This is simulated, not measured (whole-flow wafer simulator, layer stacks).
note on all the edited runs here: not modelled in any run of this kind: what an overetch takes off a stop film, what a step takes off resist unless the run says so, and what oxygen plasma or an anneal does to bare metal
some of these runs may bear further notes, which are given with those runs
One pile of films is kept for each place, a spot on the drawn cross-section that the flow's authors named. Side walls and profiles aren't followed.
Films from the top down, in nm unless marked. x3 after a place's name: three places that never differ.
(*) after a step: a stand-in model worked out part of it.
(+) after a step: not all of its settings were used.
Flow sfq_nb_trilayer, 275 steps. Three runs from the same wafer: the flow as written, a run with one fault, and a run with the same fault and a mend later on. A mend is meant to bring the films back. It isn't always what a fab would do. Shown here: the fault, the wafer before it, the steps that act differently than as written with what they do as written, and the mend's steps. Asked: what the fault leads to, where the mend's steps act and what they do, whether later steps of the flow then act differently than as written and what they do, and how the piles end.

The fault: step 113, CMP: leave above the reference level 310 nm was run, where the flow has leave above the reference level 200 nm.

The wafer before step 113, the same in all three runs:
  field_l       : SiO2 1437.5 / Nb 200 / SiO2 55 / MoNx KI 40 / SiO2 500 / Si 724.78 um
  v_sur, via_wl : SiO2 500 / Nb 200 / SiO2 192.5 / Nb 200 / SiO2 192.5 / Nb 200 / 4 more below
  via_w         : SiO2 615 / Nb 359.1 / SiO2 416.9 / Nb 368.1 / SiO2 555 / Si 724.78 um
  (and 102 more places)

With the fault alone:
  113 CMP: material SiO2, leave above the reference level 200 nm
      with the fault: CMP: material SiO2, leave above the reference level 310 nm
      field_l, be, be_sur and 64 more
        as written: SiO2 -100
        with the fault: nothing
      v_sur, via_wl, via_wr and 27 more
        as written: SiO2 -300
        with the fault: SiO2 -190
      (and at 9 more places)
  Later steps of the flow that act differently than as written (6 more steps differ only slightly, by at most 2% or 0.5 nm, whichever is larger, and aren't shown):
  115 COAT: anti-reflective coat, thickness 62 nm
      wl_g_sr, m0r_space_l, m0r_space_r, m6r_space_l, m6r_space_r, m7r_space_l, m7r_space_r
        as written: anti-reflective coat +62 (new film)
        with the fault: anti-reflective coat +63.4 (new film)
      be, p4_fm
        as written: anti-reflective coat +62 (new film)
        with the fault: anti-reflective coat +63.3 (new film)
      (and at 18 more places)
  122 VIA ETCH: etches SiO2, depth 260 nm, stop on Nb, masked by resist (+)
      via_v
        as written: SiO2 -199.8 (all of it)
        with the fault: SiO2 -260
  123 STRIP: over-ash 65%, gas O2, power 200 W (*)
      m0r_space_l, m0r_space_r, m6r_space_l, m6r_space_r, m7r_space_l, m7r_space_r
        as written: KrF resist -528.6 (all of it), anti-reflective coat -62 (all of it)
        with the fault: KrF resist -530.2 (all of it), anti-reflective coat -63.4 (all of it)
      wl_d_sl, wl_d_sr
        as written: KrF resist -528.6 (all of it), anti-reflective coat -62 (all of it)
        with the fault: KrF resist -532.5 (all of it), anti-reflective coat -63.8 (all of it)
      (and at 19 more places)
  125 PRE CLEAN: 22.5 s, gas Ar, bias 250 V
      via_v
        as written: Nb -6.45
        with the fault: SiO2 -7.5
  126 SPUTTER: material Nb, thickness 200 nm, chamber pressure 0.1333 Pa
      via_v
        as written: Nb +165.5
        with the fault: Nb +152.6 (new film)
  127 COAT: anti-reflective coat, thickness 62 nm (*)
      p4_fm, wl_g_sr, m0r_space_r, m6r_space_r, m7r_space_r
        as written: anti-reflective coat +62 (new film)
        with the fault: anti-reflective coat +63.3 (new film)
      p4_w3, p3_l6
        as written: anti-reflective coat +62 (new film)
        with the fault: anti-reflective coat +60.4 (new film)
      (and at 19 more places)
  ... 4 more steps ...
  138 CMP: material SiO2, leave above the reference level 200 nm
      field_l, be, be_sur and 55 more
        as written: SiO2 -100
        with the fault: SiO2 -90
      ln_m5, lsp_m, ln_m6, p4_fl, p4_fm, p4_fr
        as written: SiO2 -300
        with the fault: SiO2 -290
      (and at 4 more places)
  At the end the piles differ from the flow's by more than 2% or 0.5 nm, whichever is larger, at field_l, v_sur, via_wl and 103 more.
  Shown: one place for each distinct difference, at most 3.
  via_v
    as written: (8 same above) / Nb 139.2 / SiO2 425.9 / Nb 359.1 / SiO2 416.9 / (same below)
    with the fault: (8 same above) / Nb 139.2 / SiO2 500.1 / Nb 152.6 / SiO2 42.3 / Nb 200 / SiO2 416.9 / (same below)
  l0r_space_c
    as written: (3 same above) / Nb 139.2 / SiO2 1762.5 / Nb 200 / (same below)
    with the fault: (3 same above) / Nb 139.2 / SiO2 1872.5 / Nb 200 / (same below)
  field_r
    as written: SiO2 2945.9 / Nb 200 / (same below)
    with the fault: SiO2 3055.9 / Nb 200 / (same below)

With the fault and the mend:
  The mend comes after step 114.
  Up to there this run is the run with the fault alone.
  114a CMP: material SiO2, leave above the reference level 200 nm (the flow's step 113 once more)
      field_l, be, be_sur and 64 more
        SiO2 -100
      v_sur, via_wl, via_w and 36 more
        SiO2 -110
  No later step of the flow acts differently than as written at any place that is followed.
  At the end the piles are the same as the flow's at every place that both follow.
